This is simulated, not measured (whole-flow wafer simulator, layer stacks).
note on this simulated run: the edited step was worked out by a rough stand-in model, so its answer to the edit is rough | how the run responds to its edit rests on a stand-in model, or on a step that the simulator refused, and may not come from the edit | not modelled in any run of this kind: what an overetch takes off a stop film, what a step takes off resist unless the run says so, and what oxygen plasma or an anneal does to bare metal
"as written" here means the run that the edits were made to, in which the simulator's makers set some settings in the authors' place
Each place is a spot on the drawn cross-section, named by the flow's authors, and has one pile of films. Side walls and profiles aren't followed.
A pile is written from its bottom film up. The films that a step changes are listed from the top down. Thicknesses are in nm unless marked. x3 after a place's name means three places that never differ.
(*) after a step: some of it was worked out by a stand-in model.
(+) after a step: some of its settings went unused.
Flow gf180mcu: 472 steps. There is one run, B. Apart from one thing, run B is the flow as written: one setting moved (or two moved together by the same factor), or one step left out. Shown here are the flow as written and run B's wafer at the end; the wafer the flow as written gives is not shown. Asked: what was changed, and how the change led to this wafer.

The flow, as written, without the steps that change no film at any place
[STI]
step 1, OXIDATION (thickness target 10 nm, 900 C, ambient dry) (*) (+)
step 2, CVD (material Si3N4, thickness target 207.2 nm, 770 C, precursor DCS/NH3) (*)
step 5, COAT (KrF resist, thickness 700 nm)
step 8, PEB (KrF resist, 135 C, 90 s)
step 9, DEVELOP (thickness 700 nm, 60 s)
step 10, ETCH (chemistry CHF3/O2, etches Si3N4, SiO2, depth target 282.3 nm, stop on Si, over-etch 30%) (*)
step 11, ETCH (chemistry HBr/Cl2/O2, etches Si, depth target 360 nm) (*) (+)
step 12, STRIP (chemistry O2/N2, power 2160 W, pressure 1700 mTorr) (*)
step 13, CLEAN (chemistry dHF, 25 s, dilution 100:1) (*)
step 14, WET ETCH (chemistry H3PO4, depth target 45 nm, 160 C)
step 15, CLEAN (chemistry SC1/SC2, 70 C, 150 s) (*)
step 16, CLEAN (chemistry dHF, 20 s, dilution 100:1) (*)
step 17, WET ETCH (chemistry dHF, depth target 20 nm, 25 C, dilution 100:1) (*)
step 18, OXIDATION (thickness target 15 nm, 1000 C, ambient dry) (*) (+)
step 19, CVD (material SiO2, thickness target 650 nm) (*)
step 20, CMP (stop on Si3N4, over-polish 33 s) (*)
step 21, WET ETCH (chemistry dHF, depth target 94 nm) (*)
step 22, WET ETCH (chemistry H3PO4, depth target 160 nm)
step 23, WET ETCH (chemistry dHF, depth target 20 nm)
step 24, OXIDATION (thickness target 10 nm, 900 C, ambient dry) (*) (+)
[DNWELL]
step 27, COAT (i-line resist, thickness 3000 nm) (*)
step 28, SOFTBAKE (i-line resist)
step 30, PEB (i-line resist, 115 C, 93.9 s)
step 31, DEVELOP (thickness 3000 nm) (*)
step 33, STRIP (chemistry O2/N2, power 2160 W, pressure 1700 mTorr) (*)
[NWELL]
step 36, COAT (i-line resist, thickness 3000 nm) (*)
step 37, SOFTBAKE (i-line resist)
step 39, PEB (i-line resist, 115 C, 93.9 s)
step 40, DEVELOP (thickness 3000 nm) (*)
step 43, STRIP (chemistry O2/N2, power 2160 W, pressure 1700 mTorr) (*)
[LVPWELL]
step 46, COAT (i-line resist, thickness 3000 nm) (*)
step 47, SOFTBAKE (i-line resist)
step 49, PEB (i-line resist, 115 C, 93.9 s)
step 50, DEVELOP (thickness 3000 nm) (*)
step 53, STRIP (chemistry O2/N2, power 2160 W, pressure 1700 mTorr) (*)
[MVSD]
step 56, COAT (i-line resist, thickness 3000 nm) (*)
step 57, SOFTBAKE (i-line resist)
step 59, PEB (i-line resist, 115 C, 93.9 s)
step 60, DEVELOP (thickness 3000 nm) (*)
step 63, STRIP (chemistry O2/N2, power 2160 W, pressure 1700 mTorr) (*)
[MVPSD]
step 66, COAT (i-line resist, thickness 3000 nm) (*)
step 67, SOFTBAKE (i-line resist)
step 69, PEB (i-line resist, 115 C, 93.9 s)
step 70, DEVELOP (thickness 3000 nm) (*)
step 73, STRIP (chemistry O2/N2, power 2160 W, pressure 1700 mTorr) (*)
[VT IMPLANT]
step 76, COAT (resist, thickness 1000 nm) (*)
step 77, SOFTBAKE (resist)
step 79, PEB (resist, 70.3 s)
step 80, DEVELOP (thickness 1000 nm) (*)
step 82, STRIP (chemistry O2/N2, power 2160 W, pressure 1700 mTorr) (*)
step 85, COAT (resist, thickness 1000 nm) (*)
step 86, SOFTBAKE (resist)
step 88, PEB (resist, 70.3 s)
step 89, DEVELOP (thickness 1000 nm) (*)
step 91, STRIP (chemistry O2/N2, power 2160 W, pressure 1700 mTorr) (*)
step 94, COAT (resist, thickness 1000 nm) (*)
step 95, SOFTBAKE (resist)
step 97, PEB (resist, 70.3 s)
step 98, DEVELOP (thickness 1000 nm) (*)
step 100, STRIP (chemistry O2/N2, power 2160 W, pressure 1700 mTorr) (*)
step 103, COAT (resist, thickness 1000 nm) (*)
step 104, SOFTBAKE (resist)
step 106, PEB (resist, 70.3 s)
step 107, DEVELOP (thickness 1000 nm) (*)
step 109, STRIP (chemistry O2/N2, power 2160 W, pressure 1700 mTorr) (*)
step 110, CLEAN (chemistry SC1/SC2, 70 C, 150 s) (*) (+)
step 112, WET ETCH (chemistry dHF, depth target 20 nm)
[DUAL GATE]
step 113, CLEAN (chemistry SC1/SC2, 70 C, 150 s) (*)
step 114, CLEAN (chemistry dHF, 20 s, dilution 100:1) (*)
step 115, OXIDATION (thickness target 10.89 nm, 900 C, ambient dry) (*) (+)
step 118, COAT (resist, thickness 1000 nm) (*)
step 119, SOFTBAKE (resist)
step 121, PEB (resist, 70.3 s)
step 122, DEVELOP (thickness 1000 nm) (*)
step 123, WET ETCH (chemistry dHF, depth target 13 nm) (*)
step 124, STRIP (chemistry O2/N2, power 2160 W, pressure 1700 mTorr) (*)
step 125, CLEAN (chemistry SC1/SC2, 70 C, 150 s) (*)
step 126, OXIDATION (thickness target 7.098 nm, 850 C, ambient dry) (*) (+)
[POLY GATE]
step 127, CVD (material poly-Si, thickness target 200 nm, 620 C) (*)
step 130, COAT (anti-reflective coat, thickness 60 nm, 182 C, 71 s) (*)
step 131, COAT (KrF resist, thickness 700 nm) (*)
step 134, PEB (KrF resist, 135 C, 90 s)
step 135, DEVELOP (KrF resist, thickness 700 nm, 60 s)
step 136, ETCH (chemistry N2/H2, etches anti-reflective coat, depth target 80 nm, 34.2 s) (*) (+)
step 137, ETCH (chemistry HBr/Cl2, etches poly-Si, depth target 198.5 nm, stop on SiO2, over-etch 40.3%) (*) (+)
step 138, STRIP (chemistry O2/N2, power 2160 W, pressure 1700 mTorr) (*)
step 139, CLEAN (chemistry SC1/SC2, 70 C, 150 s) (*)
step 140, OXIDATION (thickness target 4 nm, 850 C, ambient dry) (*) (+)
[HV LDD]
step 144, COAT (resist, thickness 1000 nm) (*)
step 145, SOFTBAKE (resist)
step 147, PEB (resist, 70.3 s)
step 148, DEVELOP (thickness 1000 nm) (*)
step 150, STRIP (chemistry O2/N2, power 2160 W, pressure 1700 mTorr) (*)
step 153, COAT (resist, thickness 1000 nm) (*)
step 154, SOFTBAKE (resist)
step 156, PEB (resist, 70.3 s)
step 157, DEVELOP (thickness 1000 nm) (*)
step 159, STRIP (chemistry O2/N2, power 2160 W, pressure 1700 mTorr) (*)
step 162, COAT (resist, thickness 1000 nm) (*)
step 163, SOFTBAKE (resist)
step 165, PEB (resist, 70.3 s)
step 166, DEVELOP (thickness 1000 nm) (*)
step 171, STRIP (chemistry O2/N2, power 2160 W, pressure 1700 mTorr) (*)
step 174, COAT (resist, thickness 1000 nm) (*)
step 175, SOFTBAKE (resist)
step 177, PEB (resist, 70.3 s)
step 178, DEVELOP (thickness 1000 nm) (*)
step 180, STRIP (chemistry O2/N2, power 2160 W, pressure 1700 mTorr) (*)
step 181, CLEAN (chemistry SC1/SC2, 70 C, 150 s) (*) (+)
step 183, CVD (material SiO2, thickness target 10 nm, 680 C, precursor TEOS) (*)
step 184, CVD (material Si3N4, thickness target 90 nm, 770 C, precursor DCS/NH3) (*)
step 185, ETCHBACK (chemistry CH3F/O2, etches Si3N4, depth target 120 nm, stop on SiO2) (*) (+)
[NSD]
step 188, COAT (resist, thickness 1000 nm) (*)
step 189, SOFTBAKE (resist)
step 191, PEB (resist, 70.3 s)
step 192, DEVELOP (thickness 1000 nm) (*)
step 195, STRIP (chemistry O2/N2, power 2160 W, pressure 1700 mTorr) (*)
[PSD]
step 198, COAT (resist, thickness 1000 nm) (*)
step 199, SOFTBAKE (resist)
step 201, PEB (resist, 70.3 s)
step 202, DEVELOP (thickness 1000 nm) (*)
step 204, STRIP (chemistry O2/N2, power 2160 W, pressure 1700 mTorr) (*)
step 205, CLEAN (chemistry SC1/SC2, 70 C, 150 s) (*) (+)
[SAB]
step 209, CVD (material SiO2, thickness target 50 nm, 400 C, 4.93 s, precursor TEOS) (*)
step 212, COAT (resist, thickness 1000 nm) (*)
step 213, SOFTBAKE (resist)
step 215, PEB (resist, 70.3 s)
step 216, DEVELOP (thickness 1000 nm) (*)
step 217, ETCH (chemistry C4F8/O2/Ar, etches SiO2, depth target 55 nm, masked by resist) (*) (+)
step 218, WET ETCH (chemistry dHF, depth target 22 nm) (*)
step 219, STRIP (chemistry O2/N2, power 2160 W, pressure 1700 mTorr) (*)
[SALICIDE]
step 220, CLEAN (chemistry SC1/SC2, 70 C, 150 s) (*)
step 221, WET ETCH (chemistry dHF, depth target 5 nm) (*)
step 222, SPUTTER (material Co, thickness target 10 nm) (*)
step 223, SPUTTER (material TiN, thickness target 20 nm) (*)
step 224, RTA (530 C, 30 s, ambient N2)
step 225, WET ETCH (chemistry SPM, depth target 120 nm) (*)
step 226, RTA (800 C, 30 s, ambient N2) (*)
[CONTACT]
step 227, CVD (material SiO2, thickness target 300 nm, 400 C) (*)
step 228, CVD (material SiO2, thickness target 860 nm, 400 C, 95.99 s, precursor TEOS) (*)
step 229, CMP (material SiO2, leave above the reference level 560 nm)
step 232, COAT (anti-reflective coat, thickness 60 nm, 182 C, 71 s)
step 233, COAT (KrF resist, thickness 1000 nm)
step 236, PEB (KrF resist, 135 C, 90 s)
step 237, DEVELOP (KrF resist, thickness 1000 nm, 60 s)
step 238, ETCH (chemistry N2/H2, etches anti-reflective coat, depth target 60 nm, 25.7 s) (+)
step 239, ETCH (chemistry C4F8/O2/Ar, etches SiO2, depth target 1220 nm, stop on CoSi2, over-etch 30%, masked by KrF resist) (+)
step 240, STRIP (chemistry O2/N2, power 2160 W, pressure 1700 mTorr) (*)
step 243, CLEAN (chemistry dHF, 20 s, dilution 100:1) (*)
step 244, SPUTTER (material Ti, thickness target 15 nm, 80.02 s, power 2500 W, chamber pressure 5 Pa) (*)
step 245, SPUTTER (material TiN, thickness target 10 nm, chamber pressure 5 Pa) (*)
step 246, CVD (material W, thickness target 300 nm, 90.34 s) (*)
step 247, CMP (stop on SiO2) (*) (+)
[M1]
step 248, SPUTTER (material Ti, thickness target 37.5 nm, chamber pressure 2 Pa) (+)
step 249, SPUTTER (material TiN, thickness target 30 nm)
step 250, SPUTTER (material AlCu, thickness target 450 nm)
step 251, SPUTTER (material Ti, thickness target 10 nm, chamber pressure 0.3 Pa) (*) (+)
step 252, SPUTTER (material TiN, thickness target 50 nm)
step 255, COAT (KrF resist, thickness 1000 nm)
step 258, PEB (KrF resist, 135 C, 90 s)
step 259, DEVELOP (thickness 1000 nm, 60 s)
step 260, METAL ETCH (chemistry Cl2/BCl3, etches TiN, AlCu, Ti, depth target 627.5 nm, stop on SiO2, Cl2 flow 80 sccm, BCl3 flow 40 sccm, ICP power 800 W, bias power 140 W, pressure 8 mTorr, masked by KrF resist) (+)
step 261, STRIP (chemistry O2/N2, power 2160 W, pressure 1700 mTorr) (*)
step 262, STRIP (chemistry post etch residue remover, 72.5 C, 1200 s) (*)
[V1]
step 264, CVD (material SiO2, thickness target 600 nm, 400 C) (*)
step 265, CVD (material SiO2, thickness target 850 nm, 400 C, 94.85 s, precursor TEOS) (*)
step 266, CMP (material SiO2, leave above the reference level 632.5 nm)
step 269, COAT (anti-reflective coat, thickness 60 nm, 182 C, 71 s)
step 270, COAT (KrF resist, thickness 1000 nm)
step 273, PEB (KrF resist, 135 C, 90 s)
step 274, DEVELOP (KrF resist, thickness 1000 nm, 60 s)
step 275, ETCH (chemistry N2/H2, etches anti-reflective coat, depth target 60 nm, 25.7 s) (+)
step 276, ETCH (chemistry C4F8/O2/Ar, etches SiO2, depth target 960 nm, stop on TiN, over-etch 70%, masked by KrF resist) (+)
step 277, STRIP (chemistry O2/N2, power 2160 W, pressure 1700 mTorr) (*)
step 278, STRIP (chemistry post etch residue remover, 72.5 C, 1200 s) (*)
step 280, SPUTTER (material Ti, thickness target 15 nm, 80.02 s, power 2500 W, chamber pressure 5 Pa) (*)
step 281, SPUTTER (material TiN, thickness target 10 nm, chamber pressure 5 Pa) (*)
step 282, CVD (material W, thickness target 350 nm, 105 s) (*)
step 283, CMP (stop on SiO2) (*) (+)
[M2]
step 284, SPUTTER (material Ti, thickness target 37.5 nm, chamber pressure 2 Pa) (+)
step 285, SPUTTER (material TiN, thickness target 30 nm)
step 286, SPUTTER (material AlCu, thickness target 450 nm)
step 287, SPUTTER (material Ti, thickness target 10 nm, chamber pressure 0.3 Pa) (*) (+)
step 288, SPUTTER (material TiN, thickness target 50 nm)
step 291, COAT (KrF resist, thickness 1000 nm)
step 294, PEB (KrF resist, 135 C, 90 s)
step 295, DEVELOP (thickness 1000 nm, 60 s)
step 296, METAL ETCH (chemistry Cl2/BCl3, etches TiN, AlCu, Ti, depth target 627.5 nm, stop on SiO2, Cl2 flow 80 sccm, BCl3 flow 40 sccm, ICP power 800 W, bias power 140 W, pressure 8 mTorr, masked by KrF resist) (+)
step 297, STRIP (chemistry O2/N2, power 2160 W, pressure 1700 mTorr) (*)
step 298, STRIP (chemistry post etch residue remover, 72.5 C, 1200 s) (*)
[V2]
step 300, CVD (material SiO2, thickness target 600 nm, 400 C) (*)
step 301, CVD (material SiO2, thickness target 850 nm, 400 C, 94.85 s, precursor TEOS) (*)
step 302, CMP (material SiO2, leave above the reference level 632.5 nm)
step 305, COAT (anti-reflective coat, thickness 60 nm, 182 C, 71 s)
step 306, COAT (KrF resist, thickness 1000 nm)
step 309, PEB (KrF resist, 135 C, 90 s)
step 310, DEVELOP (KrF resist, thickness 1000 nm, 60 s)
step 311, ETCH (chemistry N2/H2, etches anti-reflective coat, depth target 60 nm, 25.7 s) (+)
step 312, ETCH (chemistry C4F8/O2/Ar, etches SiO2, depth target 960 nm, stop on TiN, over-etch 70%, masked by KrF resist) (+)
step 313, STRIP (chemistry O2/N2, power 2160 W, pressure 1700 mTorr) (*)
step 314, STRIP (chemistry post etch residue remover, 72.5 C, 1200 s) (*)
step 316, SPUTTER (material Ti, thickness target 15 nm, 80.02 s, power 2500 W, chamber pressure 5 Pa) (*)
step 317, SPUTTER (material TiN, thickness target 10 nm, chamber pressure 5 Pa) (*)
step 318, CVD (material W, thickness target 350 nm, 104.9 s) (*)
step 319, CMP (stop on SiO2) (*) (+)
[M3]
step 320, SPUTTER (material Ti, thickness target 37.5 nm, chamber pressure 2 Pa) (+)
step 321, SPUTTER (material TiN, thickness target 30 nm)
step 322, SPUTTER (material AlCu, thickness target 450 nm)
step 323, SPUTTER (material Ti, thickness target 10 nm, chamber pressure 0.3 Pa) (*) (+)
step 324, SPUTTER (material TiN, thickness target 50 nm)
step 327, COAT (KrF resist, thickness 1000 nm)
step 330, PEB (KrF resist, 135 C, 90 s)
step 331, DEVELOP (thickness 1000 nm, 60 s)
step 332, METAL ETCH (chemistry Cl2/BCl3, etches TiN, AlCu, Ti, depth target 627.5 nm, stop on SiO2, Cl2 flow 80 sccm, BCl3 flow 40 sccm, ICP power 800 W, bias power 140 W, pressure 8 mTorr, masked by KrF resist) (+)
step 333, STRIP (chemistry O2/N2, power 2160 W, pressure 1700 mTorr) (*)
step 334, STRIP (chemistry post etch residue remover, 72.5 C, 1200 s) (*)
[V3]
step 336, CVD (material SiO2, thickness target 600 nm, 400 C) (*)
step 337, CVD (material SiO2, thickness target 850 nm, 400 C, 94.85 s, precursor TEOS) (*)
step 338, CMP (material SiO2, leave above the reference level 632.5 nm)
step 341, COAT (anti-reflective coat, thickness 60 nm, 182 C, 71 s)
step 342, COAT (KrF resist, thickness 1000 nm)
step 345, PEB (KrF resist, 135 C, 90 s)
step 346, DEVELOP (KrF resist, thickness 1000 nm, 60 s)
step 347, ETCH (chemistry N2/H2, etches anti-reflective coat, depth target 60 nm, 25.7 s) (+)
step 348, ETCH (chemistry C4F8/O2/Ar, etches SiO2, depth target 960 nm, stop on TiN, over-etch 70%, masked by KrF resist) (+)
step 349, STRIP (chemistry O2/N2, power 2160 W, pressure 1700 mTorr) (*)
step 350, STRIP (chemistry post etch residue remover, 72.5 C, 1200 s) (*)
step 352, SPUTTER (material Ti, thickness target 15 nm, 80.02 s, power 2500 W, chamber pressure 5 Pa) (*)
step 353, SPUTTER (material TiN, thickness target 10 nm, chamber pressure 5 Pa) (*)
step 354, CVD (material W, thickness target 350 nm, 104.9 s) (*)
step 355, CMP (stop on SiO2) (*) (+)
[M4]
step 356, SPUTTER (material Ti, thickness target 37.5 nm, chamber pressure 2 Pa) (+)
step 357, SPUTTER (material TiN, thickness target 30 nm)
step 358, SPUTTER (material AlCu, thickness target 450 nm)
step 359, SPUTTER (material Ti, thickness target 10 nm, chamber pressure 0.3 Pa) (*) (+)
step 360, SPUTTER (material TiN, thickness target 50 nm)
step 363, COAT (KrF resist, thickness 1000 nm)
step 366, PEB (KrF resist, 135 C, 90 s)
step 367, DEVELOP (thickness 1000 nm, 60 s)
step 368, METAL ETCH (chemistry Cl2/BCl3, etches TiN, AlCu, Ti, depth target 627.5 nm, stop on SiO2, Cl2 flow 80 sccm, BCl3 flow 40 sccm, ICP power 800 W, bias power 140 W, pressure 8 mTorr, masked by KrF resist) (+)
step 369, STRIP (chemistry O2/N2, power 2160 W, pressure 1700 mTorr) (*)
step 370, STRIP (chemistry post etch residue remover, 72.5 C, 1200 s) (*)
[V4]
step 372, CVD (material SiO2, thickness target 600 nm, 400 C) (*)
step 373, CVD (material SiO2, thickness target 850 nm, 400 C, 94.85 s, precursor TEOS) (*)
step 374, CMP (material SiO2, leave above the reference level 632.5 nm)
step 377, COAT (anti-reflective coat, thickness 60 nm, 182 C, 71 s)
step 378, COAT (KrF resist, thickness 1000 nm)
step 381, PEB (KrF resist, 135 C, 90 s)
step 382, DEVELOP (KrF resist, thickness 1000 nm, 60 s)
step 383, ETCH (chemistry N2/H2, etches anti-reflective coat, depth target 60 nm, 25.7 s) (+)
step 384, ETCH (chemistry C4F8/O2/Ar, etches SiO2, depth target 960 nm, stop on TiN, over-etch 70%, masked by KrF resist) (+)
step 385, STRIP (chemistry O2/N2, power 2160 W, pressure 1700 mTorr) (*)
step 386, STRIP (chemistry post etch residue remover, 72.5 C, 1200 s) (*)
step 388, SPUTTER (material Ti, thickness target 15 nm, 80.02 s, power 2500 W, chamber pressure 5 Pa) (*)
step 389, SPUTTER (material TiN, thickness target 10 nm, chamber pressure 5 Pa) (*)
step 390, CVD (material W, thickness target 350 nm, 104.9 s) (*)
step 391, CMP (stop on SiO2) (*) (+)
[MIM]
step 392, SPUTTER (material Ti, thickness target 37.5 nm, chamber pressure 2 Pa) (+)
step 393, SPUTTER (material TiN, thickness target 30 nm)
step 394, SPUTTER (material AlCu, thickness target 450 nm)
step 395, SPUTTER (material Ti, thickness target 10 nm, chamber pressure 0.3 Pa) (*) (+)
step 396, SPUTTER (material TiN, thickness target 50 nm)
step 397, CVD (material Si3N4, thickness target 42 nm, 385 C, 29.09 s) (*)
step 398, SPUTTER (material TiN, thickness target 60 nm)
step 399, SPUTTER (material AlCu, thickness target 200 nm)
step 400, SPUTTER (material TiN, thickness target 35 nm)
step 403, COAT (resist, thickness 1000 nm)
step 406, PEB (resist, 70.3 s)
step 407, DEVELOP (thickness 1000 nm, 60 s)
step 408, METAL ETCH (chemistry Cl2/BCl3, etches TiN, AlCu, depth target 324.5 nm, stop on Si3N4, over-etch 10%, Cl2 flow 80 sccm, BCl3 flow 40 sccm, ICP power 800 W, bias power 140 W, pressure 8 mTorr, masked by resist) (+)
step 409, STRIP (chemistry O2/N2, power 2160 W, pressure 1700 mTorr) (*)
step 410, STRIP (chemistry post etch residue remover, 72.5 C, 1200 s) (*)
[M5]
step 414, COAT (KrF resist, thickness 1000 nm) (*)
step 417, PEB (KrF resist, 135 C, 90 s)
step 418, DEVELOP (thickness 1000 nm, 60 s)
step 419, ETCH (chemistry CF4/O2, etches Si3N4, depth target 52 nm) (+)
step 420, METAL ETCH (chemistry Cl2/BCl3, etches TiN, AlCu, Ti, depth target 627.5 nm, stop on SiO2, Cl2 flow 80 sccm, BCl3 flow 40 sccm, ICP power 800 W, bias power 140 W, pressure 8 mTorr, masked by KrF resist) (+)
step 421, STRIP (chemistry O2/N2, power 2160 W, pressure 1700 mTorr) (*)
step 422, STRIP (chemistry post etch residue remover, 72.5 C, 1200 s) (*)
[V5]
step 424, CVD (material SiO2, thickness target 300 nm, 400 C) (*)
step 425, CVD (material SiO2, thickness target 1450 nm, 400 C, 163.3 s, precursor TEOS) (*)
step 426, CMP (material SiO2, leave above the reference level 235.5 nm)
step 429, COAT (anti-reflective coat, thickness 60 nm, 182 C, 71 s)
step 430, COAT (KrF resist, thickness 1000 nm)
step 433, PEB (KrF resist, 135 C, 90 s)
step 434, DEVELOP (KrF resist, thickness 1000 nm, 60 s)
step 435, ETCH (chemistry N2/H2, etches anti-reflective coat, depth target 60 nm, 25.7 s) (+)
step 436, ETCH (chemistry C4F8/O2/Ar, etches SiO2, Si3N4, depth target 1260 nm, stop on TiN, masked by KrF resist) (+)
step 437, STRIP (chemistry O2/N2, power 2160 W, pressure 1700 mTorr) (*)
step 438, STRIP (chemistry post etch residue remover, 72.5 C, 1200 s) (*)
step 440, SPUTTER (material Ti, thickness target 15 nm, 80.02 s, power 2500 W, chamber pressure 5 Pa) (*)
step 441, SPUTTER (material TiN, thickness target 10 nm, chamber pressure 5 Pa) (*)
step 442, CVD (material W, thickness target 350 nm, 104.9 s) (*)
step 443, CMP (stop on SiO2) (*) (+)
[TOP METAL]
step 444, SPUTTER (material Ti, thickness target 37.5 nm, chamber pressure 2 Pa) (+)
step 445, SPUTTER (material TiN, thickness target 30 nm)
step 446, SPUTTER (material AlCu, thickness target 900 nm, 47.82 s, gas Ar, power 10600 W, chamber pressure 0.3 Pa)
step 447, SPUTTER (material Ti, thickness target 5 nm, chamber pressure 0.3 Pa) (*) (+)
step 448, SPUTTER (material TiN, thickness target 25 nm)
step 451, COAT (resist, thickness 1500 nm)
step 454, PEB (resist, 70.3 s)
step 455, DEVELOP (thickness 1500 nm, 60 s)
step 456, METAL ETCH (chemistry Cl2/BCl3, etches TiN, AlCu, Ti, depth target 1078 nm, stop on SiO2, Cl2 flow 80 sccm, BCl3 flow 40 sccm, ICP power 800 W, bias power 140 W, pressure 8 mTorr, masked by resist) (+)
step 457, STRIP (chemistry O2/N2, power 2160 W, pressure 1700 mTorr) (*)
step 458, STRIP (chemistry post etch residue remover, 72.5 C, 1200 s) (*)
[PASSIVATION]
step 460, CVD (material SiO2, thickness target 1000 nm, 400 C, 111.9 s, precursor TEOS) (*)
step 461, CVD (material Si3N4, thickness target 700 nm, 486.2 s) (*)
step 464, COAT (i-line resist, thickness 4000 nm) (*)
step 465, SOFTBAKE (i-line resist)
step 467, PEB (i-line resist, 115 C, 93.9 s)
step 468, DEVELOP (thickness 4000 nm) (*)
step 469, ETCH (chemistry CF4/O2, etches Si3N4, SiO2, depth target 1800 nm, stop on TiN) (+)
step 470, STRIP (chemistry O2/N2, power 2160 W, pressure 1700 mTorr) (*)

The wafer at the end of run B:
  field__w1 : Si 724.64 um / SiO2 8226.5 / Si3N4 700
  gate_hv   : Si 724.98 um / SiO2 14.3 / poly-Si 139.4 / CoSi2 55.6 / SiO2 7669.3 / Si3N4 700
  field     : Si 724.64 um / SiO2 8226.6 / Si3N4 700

What caused this: step 222, SPUTTER: thickness target 15.9 nm was run, while the flow as written has thickness target 10 nm.

The path from the change to this, step by step:
  step 222, SPUTTER (material Co, thickness target 10 nm) (*)
      field, field__w7, field__w8 and 72 more: +15.9 Co (new film) (it would be, as written: +10 Co (new film))
      field__w6, field_sub, field_sub__w2: +15.8 Co (new film) (it would be, as written: +9.95 Co (new film))
      (and at 33 other places as well)
  step 223, SPUTTER (material TiN, thickness target 20 nm) (*)
      field__w12: +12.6 TiN (new film) (it would be, as written: +12 TiN (new film))
  step 224, RTA (530 C, 30 s, ambient N2)
      gate, gate_hv, gate_p and 22 more: under 1 film: +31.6 CoSi (new film), -15.9 Co (all of it), -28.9 poly-Si (it would be, as written: under 1 film: +19.9 CoSi (new film), -10 Co (all of it), -18.2 poly-Si)
      active, p_well, sd_n and 11 more: under 1 film: +31.6 CoSi (new film), -15.9 Co (all of it), -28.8 Si (it would be, as written: under 1 film: +19.9 CoSi (new film), -10 Co (all of it), -18.1 Si)
      (and at 10 other places as well)
  step 225, WET ETCH (chemistry SPM, depth target 120 nm) (*)
      field, field__w7, field__w8 and 32 more: -20 TiN (all of it), -15.9 Co (all of it) (it would be, as written: -20 TiN (all of it), -10 Co (all of it))
      field_sub, field_sub__w2: -20 TiN (all of it), -15.8 Co (all of it) (it would be, as written: -19.9 TiN (all of it), -9.95 Co (all of it))
      (and at 25 other places as well)
  step 226, RTA (800 C, 30 s, ambient N2) (*)
      gate, gate_hv, gate_p and 22 more: +55.6 CoSi2 (new film), -31.6 CoSi (all of it), -28.9 poly-Si (it would be, as written: +35 CoSi2 (new film), -19.9 CoSi (all of it), -18.2 poly-Si)
      active, p_well, sd_n and 11 more: +55.6 CoSi2 (new film), -31.6 CoSi (all of it), -28.8 Si (it would be, as written: +35 CoSi2 (new film), -19.9 CoSi (all of it), -18.1 Si)
      (and at 10 other places as well)
